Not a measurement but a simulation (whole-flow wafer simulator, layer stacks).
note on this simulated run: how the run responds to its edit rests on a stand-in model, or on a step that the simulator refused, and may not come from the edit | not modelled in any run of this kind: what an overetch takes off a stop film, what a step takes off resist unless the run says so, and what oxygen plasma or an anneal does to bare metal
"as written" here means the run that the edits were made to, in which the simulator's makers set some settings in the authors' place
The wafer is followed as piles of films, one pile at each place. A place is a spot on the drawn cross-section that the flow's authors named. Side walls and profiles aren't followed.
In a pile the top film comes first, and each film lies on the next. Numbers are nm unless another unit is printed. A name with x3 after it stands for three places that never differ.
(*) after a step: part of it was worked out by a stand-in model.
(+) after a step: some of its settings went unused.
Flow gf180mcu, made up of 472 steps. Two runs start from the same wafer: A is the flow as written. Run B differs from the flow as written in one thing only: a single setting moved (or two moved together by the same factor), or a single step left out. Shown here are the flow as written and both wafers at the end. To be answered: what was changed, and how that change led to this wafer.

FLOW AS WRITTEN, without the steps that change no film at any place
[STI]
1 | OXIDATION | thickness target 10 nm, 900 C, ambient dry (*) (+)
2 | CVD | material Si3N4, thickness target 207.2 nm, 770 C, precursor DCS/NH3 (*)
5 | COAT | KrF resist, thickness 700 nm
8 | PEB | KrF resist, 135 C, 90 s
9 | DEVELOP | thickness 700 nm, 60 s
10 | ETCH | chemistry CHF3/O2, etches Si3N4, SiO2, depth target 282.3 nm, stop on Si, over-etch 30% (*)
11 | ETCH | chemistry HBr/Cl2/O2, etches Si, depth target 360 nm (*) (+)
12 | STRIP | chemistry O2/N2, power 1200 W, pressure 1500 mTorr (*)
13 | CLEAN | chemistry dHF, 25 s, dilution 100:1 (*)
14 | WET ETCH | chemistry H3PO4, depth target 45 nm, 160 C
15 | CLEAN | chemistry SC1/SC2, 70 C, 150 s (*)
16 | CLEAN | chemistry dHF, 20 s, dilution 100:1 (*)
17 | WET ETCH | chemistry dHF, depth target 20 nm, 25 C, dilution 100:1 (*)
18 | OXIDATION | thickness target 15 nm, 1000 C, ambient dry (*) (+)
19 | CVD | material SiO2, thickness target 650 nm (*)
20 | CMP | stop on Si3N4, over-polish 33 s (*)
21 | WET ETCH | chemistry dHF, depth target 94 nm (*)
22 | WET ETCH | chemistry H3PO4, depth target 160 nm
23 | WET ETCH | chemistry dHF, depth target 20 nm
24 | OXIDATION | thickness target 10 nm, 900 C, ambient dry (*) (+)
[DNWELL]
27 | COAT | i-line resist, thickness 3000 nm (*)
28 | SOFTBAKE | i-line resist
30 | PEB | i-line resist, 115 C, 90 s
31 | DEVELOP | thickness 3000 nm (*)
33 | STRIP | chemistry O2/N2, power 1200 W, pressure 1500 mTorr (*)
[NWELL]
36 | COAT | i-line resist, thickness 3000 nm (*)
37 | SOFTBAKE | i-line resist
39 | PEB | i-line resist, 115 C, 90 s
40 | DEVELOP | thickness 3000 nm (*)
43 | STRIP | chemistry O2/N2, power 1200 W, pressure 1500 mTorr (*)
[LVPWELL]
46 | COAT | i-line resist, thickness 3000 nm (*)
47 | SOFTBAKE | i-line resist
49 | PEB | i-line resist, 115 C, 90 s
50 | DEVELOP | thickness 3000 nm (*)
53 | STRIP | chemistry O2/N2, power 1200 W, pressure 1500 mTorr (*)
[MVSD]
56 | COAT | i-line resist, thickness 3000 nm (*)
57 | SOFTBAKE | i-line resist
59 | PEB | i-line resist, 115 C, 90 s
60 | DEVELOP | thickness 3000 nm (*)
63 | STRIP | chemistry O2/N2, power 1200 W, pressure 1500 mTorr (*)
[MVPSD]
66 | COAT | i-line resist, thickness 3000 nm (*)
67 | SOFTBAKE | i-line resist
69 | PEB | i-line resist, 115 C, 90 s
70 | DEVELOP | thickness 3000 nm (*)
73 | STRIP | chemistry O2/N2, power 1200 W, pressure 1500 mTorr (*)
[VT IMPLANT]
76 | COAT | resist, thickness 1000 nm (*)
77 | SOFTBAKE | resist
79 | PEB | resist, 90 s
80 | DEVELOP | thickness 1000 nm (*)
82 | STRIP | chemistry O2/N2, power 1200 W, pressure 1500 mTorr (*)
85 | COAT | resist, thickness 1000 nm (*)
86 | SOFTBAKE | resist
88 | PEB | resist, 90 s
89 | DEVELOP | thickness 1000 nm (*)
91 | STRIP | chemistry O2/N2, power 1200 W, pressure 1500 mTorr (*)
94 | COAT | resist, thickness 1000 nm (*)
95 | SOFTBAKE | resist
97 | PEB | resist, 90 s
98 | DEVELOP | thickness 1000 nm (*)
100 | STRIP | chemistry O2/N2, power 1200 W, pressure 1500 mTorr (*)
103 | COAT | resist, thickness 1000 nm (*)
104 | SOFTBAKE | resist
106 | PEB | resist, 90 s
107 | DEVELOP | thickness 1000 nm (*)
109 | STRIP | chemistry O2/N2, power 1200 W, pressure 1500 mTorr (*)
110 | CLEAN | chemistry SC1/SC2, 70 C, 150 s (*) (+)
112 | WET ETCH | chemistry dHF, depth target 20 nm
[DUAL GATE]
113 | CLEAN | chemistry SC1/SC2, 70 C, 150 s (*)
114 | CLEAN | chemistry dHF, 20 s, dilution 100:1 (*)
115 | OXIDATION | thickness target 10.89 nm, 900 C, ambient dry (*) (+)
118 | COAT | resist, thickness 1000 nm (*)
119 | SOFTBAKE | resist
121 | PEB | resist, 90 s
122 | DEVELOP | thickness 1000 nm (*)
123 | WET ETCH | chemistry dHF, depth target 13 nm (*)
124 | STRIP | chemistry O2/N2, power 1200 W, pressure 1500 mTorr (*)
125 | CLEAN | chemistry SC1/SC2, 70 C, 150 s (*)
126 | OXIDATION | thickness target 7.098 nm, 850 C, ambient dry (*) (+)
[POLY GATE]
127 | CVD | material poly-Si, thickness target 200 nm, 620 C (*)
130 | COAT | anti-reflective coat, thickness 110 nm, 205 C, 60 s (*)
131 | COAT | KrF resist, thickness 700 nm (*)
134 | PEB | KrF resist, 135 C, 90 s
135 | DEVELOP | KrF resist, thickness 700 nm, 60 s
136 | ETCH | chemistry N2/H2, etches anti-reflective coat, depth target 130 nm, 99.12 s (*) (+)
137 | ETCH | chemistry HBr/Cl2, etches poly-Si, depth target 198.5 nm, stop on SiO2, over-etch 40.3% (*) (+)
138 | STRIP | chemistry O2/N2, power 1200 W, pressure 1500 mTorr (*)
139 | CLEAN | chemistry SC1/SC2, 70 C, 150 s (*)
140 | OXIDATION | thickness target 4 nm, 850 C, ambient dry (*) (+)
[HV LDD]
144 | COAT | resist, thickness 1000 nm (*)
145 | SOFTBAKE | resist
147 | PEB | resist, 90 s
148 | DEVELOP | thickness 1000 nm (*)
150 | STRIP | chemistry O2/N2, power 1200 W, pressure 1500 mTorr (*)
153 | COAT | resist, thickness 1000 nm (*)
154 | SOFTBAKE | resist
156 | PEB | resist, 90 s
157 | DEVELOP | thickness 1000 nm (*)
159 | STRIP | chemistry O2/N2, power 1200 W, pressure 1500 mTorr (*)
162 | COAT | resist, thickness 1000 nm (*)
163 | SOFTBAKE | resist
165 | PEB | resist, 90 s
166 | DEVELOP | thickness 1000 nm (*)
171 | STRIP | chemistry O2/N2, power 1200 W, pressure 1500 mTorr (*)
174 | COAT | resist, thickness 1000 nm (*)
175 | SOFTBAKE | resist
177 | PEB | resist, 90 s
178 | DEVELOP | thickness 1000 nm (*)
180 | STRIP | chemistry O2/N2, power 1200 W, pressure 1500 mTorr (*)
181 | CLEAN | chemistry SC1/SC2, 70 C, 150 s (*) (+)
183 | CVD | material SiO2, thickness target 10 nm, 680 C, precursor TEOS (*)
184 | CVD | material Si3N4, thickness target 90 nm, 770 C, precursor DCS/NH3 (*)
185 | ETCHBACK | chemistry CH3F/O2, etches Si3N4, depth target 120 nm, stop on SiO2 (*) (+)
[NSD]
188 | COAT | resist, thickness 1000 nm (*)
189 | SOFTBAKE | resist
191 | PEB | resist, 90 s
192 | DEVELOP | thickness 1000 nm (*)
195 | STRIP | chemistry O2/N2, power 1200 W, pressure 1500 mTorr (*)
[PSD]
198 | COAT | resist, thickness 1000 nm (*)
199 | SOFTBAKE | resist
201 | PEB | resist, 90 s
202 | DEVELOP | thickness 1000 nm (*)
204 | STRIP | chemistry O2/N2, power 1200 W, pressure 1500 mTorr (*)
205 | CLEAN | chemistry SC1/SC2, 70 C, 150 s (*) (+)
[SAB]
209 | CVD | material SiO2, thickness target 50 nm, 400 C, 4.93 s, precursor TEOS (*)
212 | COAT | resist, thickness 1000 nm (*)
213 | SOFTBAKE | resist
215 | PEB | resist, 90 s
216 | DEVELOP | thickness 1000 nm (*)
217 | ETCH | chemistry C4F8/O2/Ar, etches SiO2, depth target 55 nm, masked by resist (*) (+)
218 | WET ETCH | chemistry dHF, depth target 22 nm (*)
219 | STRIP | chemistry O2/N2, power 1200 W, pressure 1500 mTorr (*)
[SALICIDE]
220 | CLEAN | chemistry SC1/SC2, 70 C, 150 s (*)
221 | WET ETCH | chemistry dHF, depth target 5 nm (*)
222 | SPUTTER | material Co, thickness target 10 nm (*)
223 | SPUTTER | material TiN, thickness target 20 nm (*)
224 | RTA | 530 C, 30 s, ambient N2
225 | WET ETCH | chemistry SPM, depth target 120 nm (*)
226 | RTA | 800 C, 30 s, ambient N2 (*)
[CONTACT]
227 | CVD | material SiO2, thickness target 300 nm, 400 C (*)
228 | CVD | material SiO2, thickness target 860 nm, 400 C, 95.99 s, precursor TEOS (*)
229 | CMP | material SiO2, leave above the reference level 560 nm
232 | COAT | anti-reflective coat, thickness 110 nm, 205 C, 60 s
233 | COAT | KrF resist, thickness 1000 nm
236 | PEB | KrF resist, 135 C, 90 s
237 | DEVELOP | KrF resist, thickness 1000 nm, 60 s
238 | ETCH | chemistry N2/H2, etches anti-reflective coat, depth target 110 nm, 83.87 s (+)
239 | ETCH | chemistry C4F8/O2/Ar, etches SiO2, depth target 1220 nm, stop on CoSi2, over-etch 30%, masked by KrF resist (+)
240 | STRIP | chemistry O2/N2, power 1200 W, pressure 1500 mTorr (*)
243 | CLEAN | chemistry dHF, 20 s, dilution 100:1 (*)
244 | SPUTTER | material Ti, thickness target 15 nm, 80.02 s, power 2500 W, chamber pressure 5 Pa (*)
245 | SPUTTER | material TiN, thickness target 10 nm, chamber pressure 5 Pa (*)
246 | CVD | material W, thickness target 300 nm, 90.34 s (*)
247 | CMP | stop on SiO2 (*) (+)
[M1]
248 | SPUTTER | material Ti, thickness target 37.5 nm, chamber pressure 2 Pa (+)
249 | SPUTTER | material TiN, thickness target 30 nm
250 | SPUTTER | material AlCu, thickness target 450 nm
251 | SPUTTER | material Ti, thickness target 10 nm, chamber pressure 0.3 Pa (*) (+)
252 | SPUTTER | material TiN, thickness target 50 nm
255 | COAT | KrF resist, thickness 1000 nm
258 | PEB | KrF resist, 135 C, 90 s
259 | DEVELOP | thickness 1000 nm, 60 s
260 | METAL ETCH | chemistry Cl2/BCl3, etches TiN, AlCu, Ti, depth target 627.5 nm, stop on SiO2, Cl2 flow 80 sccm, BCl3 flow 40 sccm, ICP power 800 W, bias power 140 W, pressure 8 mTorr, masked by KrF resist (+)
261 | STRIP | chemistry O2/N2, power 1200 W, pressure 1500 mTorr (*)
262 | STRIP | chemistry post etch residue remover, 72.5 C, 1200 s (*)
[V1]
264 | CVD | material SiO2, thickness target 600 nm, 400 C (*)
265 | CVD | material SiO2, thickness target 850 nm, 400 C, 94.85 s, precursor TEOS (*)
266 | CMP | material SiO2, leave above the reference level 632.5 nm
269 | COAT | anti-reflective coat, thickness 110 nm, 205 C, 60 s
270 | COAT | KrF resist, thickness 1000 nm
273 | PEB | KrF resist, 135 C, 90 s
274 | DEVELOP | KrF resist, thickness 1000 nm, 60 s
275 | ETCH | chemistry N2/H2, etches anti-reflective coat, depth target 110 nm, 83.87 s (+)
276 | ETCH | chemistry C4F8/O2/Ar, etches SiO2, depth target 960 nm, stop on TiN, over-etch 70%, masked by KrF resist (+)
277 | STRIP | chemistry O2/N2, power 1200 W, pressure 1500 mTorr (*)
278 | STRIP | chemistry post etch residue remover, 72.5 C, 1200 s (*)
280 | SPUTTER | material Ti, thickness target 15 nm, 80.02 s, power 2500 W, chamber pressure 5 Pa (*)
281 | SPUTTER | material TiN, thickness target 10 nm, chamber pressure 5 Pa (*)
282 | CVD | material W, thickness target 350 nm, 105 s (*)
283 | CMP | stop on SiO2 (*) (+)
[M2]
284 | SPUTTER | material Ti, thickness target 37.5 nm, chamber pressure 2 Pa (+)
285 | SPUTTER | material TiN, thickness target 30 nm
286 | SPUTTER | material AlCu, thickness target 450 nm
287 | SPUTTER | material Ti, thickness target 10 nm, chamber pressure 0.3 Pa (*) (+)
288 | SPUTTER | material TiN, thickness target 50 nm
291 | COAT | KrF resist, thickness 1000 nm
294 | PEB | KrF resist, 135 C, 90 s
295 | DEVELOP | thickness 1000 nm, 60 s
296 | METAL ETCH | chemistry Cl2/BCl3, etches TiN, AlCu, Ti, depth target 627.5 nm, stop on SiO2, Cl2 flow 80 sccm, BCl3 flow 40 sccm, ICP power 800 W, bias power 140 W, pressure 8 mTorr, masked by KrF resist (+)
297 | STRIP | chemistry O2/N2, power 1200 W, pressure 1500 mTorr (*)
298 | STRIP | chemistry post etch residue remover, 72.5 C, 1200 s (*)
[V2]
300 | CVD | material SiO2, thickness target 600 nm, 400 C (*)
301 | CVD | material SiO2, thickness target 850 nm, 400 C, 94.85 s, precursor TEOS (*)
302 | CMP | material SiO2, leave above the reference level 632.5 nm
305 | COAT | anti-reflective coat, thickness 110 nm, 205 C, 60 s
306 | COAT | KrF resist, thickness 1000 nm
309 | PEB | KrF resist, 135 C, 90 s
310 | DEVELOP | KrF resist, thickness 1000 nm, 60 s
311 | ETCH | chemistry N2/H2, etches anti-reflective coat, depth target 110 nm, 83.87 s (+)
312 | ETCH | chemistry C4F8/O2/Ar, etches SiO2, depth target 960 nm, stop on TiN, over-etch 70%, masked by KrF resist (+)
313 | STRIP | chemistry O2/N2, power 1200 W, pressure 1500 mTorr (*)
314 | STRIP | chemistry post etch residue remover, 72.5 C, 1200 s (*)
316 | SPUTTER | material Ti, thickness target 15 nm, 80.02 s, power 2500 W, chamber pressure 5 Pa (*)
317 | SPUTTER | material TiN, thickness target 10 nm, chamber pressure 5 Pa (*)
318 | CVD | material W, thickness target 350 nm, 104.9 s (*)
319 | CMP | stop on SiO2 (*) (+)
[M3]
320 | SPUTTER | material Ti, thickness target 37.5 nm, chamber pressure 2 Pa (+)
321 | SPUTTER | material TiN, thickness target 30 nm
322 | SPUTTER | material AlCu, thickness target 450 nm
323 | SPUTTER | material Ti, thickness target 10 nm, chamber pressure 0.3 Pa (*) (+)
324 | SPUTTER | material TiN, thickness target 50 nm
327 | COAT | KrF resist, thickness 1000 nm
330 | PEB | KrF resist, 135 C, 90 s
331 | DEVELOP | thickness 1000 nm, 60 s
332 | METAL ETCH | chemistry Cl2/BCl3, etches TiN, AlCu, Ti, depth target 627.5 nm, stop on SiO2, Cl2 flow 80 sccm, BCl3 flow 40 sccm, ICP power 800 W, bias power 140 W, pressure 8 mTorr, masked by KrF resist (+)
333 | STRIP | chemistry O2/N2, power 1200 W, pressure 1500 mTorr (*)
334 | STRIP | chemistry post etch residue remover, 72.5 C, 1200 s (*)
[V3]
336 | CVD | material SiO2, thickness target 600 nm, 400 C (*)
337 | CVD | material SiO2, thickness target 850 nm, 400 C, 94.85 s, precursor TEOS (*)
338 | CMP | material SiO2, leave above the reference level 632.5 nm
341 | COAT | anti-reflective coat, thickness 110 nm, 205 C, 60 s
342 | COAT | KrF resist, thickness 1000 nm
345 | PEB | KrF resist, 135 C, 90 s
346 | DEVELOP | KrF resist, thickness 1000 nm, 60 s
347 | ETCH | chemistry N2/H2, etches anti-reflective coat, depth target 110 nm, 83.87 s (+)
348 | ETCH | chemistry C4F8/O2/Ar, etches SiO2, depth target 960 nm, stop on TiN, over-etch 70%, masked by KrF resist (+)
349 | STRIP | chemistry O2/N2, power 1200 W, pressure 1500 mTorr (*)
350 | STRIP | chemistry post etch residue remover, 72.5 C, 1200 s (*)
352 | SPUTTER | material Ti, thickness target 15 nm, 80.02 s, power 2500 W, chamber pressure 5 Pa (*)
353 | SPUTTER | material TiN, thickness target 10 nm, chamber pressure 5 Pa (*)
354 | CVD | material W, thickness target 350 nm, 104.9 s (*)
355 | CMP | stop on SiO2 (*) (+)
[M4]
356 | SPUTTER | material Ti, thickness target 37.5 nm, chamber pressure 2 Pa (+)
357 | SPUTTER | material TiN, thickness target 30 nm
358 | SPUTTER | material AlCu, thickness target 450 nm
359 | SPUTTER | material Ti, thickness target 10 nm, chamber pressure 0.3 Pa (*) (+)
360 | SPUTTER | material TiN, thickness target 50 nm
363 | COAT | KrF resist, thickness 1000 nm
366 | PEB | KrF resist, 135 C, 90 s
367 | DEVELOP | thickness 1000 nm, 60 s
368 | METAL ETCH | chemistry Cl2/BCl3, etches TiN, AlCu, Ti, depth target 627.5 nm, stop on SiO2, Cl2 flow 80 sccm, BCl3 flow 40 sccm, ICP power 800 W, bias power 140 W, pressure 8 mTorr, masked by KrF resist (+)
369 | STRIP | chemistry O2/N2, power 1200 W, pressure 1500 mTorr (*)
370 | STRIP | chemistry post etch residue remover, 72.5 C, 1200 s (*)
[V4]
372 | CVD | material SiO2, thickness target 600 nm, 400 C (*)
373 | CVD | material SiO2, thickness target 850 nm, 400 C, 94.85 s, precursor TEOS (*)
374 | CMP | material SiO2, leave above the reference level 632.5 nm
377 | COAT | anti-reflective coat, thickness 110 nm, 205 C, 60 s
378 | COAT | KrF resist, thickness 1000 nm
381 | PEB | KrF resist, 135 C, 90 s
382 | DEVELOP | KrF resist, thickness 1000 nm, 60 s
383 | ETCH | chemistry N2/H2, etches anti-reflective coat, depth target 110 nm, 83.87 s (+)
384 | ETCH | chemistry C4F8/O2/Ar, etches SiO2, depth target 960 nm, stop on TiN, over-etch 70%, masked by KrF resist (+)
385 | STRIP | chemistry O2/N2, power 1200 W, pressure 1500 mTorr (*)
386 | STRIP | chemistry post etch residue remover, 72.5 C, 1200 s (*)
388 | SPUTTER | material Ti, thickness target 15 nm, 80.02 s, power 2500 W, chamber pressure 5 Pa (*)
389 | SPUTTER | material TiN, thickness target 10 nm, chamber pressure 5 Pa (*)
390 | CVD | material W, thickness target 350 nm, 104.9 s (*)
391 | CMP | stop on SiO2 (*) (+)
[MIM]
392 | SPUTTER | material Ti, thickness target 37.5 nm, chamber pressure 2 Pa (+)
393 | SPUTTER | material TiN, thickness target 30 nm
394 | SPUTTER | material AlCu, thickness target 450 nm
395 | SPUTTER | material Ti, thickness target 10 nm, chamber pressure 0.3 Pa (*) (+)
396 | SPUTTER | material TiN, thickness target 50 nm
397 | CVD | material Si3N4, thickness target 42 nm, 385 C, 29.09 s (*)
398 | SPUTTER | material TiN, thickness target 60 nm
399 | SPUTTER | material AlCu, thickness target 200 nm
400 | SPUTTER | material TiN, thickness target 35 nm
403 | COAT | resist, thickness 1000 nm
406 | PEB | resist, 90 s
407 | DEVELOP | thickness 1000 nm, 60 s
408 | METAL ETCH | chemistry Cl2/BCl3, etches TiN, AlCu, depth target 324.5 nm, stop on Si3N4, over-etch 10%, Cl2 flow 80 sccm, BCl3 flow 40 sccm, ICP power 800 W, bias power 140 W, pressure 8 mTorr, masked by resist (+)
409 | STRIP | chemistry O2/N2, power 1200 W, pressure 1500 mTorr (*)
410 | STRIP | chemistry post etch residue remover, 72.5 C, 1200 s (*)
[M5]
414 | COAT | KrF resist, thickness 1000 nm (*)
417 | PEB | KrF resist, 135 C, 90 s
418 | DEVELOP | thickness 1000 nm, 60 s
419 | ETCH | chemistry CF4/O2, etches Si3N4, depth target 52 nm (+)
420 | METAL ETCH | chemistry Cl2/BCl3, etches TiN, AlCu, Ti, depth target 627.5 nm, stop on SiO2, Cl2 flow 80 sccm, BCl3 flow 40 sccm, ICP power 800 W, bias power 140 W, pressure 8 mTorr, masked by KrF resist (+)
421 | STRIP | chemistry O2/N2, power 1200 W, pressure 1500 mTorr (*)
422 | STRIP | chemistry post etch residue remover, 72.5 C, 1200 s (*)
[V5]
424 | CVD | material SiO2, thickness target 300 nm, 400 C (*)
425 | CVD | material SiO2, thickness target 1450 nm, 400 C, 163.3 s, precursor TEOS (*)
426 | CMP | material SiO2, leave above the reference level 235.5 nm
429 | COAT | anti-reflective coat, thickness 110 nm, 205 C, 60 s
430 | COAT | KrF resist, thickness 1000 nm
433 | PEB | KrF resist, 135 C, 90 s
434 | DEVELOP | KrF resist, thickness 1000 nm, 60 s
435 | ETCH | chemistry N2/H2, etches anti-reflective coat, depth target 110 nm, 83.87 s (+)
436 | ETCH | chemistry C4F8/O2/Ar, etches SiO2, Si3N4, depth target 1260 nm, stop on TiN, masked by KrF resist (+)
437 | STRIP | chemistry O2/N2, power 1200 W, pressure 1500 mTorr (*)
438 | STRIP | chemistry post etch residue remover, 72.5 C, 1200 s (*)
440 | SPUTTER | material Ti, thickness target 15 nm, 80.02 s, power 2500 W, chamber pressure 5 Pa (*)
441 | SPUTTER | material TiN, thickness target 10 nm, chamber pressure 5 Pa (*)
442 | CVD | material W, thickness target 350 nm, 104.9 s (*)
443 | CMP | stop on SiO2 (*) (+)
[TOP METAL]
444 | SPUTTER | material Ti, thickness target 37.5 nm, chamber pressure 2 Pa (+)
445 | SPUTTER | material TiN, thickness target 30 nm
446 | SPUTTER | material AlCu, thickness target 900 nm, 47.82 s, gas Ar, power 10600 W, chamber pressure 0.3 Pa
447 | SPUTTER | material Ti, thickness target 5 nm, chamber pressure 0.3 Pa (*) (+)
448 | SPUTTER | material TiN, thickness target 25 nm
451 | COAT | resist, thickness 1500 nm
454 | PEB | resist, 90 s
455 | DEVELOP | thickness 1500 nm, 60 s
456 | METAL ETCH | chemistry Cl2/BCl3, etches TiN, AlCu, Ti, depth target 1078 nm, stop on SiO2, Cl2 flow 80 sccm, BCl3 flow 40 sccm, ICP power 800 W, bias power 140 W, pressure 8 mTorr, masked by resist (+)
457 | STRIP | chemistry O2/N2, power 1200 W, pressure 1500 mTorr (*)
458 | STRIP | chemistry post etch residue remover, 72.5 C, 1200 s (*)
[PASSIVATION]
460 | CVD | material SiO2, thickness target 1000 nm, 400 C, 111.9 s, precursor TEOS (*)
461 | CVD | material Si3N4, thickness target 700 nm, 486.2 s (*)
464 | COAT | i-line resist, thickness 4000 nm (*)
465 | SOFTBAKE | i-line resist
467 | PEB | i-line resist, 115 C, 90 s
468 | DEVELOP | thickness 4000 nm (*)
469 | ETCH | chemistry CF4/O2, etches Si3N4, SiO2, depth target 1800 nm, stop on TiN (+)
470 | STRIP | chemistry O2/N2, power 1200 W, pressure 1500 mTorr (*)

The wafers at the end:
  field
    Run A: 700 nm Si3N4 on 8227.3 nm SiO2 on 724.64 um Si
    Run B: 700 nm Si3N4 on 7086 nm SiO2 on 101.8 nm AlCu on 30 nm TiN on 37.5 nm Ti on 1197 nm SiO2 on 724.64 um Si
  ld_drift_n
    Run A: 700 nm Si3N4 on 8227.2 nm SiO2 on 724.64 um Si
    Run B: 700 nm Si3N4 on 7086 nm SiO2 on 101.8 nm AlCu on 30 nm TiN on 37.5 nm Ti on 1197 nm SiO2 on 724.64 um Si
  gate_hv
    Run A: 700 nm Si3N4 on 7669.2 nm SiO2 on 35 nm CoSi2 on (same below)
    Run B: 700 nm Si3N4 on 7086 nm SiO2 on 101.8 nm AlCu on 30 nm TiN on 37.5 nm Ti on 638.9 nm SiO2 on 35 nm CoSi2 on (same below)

What caused this: step 250, SPUTTER: thickness target 675 nm was run, while the flow as written has thickness target 450 nm.

The path from the change to this, step by step:
  250 | SPUTTER | material AlCu, thickness target 450 nm
      field, field__w1, field__w2 and 108 more: A AlCu gains 450 (new film) | B AlCu gains 675 (new film)
  260 | METAL ETCH | chemistry Cl2/BCl3, etches TiN, AlCu, Ti, depth target 627.5 nm, stop on SiO2, Cl2 flow 80 sccm, BCl3 flow 40 sccm, ICP power 800 W, bias power 140 W, pressure 8 mTorr, masked by KrF resist (+)
      field, field__w1, field__w2 and 99 more: A TiN loses 50 (all of it), Ti loses 10 (all of it), AlCu loses 450 (all of it), TiN loses 30 (all of it), Ti loses 37.5 (all of it) | B TiN loses 50 (all of it), Ti loses 10 (all of it), AlCu loses 567.5
  262 | STRIP | chemistry post etch residue remover, 72.5 C, 1200 s (*)
      field, field__w1, field__w2 and 99 more: A nothing | B AlCu loses 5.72
  264 | CVD | material SiO2, thickness target 600 nm, 400 C (*)
      field, field__w1, field__w2 and 99 more: A SiO2 gains 600 | B SiO2 gains 600 (new film)
  266 | CMP | material SiO2, leave above the reference level 632.5 nm
      field, field__w1, field__w2 and 99 more: A SiO2 loses 300 | B SiO2 loses 244.3
If metal films that touch count as one body, field has 1 body; the flow as written gives 0 bodies.
If metal films that touch count as one body, ld_drift_n has 1 body; the flow as written gives 0 bodies.
If metal films that touch count as one body, gate_hv has 2 bodies (between them, from the top down: SiO2 638.9); the flow as written gives 1 body.
